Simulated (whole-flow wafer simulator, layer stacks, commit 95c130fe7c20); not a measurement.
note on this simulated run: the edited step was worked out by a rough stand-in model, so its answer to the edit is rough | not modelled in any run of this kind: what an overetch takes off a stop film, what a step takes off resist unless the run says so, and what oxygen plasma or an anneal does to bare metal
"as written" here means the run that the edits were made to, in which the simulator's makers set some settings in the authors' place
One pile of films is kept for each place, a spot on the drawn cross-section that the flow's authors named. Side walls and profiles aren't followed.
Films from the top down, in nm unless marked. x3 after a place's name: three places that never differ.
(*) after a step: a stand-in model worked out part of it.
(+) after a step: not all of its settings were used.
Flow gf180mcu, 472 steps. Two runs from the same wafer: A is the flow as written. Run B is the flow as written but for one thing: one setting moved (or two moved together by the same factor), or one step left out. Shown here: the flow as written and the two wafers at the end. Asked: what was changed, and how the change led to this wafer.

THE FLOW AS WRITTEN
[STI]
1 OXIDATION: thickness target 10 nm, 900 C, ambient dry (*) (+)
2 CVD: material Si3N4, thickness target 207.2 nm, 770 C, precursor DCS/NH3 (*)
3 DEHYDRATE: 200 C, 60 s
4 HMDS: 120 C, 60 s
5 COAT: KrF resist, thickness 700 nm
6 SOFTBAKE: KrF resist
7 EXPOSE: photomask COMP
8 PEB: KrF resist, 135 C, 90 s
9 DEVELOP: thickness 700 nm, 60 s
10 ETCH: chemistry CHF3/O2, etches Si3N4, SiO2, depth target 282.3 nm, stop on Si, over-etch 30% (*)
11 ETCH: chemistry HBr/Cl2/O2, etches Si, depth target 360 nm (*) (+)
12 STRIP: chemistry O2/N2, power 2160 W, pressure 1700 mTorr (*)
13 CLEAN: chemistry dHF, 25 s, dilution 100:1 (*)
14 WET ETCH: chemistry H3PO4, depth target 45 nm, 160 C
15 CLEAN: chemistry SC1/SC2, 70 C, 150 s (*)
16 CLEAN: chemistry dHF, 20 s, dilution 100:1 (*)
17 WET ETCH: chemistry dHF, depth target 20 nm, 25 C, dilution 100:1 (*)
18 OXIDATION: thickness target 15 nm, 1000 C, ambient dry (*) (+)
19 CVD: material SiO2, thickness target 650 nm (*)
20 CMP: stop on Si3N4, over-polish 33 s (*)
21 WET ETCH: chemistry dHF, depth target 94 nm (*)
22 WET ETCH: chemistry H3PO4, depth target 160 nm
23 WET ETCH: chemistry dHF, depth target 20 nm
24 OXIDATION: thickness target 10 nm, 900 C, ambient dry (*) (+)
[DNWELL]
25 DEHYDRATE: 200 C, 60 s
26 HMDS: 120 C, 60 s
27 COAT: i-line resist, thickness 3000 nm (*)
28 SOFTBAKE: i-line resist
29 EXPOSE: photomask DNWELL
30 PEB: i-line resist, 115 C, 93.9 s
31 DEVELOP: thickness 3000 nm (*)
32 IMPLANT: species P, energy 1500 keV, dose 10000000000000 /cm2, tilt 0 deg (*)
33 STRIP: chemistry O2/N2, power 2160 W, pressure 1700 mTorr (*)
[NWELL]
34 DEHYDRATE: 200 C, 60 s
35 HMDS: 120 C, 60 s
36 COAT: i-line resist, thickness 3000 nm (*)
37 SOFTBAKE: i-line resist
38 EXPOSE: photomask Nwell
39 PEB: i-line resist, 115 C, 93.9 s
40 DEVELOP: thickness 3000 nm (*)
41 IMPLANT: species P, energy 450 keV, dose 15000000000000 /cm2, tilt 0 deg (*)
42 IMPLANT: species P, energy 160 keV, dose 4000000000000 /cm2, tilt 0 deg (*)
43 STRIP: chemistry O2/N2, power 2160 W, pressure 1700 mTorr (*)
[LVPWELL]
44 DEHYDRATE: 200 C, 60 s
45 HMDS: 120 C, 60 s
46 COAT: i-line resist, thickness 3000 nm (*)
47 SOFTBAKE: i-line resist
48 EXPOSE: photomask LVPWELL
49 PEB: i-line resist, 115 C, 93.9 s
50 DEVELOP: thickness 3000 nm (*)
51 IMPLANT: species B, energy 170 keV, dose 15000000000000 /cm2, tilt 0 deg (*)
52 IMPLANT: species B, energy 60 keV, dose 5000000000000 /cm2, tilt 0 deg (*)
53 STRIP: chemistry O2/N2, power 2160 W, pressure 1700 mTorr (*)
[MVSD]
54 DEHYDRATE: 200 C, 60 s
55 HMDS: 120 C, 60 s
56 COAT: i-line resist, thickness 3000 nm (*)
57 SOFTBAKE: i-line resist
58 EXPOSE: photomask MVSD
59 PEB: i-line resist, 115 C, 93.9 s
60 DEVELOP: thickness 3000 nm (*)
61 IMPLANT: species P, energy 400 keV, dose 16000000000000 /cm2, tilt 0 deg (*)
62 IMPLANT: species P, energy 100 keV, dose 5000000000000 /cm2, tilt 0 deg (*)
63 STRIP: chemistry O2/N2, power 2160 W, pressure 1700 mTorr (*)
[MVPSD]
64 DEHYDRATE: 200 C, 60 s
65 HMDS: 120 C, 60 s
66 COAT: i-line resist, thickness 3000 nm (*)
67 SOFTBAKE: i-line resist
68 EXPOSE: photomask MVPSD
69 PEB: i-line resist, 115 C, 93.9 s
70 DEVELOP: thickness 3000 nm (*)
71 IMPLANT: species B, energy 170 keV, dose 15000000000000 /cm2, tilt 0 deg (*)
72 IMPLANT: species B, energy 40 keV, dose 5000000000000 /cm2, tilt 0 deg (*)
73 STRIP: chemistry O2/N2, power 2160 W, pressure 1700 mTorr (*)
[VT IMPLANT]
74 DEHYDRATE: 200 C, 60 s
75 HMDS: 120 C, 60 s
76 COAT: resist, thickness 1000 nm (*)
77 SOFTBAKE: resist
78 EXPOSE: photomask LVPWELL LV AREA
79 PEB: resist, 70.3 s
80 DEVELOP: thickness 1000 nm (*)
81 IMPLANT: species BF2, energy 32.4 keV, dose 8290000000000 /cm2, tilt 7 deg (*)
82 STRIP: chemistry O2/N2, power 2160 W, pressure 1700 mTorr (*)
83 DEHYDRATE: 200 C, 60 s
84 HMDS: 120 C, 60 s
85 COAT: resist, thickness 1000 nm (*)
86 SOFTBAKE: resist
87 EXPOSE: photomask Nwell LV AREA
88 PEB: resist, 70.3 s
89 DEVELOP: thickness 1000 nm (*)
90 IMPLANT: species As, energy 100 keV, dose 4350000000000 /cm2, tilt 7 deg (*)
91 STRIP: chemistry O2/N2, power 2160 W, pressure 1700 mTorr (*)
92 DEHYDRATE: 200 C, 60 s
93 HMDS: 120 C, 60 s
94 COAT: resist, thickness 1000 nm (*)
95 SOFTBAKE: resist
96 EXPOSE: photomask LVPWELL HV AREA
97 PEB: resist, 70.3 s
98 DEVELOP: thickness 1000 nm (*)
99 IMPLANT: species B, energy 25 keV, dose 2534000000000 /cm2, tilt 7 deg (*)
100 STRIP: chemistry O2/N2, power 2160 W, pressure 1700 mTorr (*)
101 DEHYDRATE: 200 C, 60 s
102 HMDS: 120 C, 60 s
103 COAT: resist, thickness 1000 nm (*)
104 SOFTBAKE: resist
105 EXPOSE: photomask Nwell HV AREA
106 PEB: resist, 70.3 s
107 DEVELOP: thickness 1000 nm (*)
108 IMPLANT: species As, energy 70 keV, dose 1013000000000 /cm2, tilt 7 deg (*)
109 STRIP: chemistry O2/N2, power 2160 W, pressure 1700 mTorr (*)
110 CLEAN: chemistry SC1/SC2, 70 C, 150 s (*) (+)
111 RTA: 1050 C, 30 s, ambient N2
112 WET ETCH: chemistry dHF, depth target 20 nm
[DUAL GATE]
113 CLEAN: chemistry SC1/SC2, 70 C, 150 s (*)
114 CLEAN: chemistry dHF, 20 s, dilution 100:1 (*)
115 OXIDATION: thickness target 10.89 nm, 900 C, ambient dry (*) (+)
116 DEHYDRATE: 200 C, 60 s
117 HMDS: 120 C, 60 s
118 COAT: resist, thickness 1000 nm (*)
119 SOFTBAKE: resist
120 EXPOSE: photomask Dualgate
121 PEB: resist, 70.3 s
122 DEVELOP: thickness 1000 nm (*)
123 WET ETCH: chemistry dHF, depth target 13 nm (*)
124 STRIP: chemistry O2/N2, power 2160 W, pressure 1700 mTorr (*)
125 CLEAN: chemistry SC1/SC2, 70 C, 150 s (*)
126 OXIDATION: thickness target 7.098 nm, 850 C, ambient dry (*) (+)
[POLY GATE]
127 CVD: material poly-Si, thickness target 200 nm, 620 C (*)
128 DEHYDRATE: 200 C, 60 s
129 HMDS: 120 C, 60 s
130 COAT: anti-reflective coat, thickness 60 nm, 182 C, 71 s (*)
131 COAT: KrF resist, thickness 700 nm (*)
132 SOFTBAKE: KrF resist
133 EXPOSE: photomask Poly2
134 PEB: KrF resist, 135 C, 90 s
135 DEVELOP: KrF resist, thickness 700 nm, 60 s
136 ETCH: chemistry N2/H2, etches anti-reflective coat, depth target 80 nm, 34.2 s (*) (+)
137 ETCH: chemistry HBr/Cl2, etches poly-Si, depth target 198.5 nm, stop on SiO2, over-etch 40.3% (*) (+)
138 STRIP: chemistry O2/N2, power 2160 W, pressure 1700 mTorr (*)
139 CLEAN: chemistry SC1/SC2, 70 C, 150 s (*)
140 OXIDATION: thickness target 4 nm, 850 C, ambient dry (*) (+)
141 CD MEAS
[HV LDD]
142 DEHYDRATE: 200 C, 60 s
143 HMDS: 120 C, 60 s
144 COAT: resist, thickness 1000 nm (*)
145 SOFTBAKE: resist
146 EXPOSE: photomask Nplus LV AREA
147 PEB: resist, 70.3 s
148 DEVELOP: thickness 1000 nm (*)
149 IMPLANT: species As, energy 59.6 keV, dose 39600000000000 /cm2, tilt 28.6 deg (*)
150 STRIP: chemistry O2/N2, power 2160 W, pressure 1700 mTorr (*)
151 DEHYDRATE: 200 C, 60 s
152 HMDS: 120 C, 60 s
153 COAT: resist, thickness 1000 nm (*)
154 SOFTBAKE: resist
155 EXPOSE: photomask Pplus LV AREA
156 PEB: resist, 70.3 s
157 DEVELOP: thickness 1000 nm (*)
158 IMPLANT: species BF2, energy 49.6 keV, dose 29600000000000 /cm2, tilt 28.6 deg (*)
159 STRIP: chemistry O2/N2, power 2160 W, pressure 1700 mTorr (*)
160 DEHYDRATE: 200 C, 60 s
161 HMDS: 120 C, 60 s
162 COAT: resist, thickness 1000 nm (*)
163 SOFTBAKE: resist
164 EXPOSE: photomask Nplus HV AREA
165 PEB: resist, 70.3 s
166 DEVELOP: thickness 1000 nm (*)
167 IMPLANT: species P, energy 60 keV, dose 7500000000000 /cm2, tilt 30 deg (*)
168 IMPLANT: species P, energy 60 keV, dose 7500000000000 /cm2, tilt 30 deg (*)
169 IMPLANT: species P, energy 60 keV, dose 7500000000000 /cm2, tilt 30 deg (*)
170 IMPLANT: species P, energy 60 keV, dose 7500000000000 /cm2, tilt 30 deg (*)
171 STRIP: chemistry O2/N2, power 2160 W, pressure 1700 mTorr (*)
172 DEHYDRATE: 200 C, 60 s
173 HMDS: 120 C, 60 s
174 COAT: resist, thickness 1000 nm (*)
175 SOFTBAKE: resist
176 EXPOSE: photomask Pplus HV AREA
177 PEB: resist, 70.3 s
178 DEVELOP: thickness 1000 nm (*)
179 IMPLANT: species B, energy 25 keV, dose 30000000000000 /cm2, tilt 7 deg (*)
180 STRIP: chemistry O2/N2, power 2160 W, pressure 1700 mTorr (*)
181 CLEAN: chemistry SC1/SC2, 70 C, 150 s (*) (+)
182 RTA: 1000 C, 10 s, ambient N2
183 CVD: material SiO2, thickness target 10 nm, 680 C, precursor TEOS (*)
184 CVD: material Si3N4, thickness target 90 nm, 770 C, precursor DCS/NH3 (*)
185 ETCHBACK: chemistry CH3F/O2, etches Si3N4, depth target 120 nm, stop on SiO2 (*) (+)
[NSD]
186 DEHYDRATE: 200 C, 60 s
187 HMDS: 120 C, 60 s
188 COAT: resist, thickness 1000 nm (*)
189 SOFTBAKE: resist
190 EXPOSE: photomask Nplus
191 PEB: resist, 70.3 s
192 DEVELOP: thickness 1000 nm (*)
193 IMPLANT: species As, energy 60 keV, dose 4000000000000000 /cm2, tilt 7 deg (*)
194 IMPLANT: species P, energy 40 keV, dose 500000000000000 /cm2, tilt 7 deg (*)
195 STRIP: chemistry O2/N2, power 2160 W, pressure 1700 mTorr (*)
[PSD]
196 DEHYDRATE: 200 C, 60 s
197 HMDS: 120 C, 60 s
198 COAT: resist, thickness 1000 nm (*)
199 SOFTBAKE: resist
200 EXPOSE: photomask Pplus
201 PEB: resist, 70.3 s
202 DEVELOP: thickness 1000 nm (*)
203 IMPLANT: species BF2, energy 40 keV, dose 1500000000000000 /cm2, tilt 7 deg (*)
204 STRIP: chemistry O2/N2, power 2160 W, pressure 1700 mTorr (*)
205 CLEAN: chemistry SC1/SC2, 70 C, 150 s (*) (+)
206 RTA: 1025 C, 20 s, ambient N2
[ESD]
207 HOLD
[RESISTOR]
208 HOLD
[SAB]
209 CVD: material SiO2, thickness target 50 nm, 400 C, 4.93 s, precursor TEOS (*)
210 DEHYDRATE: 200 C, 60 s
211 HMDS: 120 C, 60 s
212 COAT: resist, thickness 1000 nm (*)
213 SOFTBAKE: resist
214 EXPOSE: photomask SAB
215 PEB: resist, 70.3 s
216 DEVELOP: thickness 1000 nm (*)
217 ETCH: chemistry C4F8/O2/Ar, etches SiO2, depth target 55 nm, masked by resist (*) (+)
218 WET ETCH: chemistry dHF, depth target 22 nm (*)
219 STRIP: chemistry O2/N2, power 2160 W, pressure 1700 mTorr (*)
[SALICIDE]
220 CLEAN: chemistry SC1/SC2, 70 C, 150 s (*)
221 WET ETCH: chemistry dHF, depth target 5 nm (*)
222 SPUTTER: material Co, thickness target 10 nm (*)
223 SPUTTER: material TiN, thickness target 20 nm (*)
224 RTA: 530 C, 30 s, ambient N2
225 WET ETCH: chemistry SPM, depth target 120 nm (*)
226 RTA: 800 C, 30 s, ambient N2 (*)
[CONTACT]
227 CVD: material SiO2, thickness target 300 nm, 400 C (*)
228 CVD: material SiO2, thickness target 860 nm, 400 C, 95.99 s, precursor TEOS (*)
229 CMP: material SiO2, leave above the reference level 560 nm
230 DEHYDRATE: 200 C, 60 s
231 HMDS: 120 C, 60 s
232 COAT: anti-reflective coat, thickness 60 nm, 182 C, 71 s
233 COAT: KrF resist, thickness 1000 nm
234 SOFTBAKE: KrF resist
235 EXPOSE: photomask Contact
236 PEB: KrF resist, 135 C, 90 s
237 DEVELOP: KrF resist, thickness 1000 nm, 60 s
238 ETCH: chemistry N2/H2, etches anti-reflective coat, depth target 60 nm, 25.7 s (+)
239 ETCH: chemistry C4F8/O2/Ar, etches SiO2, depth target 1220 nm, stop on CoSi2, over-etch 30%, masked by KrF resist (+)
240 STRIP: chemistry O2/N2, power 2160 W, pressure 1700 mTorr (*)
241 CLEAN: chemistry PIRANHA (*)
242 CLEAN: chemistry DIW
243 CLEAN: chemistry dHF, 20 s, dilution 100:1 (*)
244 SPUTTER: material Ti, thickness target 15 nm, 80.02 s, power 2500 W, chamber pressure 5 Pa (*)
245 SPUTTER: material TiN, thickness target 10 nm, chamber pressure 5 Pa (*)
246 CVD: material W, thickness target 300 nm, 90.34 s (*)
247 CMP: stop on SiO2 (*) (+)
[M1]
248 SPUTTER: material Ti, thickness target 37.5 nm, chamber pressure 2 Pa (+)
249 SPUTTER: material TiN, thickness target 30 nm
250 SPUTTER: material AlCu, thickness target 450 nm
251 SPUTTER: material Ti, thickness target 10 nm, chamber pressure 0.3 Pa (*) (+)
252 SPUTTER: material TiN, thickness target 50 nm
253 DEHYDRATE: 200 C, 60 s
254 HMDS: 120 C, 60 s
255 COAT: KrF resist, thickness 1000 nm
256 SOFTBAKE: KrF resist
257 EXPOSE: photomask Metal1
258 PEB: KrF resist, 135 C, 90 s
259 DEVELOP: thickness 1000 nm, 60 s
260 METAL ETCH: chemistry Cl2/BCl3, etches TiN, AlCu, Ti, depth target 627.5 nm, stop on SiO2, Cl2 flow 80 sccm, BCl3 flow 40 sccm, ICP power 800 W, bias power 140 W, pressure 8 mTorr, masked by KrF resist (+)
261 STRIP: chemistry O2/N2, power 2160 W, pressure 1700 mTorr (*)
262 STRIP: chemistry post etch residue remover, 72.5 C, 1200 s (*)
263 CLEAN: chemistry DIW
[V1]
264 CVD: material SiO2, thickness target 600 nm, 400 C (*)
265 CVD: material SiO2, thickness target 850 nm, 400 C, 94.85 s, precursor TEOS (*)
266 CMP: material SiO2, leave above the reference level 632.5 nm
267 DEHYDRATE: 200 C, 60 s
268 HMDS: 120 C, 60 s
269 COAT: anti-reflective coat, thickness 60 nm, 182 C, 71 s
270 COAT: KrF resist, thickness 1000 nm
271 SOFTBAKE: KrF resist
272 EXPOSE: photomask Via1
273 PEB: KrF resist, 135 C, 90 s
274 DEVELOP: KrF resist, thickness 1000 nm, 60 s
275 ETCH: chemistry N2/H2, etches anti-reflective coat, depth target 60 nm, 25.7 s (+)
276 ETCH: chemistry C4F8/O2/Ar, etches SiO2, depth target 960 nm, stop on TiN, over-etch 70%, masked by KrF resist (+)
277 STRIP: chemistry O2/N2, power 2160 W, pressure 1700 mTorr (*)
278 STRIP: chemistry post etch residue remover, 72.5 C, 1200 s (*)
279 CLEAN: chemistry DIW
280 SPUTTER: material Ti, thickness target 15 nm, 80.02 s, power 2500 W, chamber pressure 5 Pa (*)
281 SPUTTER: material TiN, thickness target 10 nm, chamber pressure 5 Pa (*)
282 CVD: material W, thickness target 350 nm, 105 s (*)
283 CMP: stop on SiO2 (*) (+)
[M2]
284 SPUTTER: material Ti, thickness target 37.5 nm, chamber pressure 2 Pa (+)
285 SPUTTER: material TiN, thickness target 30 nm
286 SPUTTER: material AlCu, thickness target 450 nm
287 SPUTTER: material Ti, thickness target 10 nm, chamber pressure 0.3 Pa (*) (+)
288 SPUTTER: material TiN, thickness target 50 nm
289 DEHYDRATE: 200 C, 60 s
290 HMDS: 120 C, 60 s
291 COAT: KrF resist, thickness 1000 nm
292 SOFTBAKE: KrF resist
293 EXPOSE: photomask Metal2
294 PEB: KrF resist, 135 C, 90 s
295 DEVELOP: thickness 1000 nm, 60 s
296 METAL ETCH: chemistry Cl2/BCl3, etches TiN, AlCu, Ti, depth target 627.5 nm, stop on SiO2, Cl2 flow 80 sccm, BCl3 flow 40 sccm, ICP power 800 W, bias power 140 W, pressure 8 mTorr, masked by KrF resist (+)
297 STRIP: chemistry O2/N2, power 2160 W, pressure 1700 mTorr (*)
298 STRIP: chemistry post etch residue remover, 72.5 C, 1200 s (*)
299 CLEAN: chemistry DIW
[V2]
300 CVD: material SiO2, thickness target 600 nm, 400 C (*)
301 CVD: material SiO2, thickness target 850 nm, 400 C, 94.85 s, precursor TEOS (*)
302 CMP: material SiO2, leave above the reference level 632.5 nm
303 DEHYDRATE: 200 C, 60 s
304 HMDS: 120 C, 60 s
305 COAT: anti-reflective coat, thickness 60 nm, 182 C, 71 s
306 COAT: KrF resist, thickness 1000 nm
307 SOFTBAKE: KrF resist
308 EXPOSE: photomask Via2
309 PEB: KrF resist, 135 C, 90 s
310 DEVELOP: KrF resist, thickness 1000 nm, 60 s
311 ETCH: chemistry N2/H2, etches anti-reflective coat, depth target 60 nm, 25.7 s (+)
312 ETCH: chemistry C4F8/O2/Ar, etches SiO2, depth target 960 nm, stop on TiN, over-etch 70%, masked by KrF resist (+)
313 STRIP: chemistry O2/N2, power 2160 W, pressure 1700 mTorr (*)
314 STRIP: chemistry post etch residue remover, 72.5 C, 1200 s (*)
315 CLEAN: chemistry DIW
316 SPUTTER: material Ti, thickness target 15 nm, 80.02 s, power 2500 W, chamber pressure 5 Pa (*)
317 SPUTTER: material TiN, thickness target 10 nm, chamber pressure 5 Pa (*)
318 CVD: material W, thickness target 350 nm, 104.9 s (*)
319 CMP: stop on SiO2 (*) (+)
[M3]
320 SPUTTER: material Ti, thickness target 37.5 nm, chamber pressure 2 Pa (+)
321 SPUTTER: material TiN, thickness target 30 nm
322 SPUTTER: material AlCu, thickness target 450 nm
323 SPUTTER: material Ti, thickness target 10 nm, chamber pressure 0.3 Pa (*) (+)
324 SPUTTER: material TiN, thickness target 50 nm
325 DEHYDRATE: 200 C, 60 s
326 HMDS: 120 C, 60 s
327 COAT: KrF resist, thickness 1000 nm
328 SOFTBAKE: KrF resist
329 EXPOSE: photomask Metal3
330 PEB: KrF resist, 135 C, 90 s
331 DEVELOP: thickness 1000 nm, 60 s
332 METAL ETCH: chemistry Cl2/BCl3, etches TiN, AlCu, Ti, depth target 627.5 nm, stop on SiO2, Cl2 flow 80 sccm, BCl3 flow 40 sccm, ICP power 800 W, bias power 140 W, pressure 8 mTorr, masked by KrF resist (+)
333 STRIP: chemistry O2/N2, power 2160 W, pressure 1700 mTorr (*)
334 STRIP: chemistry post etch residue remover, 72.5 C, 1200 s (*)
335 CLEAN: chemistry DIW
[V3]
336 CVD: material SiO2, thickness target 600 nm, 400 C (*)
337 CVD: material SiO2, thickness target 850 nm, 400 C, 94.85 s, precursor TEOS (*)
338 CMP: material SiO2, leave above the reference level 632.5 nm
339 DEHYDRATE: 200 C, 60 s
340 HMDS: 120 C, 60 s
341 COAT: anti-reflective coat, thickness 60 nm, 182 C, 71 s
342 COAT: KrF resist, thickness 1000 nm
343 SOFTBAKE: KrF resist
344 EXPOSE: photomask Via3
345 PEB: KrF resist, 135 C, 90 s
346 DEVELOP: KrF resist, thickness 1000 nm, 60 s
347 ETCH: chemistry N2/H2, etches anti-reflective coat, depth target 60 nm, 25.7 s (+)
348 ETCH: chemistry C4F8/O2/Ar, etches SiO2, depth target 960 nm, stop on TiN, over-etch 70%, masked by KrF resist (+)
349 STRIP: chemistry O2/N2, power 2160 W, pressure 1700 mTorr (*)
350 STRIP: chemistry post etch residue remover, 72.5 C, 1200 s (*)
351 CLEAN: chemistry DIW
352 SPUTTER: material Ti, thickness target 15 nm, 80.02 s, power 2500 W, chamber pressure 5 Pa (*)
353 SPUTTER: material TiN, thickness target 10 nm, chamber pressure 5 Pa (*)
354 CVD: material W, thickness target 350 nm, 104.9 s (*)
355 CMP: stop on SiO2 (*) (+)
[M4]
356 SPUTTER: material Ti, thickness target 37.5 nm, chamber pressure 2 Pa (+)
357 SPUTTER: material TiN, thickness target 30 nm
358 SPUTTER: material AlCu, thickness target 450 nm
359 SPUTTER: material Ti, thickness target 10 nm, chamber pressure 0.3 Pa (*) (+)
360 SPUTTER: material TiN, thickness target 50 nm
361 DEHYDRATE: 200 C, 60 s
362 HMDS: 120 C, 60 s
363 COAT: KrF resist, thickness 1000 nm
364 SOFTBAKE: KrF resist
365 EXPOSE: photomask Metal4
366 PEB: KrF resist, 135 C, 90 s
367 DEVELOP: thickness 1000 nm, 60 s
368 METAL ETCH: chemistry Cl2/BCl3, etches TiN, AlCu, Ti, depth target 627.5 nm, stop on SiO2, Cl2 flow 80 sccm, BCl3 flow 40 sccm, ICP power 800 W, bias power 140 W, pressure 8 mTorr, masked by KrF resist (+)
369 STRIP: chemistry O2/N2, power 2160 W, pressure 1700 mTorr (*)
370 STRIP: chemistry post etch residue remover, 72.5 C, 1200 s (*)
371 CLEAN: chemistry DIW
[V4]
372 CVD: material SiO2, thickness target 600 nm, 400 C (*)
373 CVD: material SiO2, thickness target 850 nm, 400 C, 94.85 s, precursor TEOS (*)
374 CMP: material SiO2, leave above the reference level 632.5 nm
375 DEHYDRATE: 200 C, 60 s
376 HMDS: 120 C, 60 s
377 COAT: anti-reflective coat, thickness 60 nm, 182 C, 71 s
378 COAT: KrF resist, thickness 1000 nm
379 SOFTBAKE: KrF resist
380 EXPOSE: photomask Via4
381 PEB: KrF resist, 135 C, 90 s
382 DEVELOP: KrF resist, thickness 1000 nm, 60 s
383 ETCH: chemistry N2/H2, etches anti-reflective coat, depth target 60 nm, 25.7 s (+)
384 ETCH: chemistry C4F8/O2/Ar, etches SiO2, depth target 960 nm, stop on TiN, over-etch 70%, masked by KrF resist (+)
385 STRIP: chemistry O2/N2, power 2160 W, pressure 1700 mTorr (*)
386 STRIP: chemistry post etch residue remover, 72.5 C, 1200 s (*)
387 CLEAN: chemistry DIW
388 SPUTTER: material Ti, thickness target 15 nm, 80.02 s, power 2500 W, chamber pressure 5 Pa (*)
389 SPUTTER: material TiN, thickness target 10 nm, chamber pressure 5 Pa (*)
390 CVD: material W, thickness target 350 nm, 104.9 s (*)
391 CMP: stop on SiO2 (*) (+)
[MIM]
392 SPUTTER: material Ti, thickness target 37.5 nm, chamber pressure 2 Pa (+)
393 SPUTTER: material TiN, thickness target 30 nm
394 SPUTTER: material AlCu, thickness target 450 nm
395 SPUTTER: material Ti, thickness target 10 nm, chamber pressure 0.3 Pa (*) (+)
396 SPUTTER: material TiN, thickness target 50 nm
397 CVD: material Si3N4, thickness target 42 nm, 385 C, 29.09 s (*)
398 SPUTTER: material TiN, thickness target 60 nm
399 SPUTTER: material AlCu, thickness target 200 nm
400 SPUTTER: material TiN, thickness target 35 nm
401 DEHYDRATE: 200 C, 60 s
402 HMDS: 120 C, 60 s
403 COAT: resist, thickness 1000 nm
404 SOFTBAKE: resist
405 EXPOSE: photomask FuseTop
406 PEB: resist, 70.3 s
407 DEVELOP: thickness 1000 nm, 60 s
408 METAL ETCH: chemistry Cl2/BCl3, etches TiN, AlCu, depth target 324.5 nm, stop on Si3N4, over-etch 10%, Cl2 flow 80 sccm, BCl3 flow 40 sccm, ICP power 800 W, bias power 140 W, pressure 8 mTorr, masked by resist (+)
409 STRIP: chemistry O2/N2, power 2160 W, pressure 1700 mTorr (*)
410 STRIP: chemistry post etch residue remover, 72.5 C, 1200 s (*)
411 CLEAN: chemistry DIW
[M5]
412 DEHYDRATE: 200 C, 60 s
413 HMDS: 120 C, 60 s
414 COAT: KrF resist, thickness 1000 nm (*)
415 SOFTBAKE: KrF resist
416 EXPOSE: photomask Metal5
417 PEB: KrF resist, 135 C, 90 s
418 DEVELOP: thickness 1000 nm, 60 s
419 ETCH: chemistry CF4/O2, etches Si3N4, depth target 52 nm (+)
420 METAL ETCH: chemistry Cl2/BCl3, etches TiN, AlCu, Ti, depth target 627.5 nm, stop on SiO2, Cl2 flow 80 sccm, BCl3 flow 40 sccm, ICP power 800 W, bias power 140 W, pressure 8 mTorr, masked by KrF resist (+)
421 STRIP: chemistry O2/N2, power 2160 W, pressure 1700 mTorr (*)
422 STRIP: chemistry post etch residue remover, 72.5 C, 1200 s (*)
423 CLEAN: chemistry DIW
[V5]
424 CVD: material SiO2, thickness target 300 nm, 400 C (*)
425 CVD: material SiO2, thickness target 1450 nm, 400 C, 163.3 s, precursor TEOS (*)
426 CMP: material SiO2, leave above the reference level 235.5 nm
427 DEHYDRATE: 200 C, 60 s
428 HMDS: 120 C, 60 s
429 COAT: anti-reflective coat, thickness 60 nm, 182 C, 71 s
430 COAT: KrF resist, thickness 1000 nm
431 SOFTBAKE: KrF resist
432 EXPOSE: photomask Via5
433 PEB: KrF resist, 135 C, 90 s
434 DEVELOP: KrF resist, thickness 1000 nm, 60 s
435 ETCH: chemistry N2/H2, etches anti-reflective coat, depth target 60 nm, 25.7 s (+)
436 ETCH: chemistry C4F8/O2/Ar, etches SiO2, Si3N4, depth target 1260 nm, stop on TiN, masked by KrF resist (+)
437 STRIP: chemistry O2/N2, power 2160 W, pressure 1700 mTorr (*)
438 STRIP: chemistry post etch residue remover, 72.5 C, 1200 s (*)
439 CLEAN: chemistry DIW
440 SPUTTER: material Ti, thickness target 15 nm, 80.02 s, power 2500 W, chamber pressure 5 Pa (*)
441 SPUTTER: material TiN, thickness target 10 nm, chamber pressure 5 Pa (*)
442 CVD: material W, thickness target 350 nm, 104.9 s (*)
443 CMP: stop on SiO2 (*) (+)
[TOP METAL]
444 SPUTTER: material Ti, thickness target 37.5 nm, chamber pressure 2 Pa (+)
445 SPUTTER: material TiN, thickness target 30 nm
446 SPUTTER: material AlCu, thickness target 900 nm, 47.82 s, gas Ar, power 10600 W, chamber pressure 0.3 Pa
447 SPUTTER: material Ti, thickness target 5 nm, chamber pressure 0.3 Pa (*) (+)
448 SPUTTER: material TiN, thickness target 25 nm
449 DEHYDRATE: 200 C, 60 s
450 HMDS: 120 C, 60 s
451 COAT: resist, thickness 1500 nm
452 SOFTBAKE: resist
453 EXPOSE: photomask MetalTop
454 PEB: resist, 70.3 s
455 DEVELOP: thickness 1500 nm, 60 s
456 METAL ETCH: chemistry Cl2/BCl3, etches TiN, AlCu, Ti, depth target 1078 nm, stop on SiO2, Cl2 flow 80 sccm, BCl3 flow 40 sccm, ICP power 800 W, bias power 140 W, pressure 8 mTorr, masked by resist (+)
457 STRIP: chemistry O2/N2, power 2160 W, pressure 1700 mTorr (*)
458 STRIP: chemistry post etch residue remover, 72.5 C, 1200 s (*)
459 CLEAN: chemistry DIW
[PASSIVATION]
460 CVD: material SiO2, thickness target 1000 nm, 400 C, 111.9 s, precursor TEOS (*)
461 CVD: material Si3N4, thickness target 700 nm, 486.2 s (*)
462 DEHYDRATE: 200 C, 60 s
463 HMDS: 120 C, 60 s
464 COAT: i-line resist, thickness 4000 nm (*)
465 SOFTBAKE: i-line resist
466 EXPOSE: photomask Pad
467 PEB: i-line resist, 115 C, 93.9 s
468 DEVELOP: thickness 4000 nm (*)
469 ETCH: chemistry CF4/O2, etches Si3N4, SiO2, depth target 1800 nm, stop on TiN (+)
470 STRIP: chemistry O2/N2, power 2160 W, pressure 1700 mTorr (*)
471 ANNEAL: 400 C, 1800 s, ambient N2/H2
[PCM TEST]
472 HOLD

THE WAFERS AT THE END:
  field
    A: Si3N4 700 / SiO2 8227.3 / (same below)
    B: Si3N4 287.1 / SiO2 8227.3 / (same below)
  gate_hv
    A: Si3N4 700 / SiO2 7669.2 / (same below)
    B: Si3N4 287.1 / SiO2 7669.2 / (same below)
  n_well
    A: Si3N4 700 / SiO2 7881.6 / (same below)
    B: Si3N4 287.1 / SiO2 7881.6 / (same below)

The cause: step 461, CVD: thickness target 287 nm was run, where the flow has thickness target 700 nm; step 461, CVD: 199.3 s was run, where the flow has 486.2 s.

How the change led to this, step by step:
  461 CVD: material Si3N4, thickness target 700 nm, 486.2 s (*)
      field, field__w1, field__w2 and 109 more: A Si3N4 +700 (new film) | B Si3N4 +287.1 (new film)
  465 SOFTBAKE: i-line resist
      field__w11, field__w13: A i-line resist +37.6 | B i-line resist +35.4
      ld_acc_p, ld_fp_p: A i-line resist +33.8 | B i-line resist +31.5
      (and at 55 more places)
  469 ETCH: chemistry CF4/O2, etches Si3N4, SiO2, depth target 1800 nm, stop on TiN (+)
      pad: A Si3N4 -700 (all of it), SiO2 -1000 (all of it) | B Si3N4 -287.1 (all of it), SiO2 -1000 (all of it)
